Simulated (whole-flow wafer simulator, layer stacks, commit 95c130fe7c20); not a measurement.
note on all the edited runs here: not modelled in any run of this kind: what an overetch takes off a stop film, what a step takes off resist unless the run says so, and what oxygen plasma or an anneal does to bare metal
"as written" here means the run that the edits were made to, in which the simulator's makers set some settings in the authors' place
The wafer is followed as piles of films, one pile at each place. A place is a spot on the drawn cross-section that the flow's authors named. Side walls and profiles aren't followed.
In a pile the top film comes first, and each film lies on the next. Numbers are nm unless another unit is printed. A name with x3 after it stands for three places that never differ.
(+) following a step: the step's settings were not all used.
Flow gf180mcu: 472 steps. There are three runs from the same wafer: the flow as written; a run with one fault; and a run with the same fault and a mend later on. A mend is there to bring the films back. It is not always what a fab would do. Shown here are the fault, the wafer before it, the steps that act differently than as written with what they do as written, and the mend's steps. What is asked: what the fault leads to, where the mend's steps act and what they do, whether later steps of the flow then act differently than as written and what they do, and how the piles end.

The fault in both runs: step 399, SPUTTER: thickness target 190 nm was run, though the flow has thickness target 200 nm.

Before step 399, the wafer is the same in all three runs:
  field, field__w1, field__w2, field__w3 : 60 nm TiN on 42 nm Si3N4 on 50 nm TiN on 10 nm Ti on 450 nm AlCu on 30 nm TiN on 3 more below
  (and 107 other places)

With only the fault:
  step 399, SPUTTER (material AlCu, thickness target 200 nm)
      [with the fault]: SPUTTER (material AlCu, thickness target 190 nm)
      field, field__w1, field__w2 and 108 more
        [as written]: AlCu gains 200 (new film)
        [with the fault]: AlCu gains 190 (new film)
  Steps later in the flow that act otherwise than as written (9 more steps, not shown, differ only slightly: by at most 2% or 0.5 nm, whichever is larger):
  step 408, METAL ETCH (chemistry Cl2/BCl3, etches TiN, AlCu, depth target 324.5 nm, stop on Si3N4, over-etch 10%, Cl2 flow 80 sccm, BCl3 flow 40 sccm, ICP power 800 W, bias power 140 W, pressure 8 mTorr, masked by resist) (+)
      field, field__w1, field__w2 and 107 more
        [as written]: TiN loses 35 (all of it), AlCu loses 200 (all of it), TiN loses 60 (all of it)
        [with the fault]: TiN loses 35 (all of it), AlCu loses 190 (all of it), TiN loses 60 (all of it)
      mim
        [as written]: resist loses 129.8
        [with the fault]: resist loses 125.4
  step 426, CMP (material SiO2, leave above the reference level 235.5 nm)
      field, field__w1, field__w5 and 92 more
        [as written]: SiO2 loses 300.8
        [with the fault]: SiO2 loses 310.8
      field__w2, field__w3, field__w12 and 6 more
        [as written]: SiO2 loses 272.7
        [with the fault]: SiO2 loses 282.7
  By the end, the piles at mim depart from the flow's by more than 2% or 0.5 nm, whichever is larger.
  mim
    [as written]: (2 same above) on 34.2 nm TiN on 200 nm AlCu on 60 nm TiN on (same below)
    [with the fault]: (2 same above) on 34.2 nm TiN on 190 nm AlCu on 60 nm TiN on (same below)

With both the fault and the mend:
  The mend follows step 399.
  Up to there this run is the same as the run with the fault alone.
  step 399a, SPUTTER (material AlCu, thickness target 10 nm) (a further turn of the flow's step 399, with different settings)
      field, field__w1, field__w2 and 108 more
        AlCu gains 10
  None of the later steps of the flow acts differently than as written at any place that is followed.
  The piles end the same as the flow's at every place that both follow.
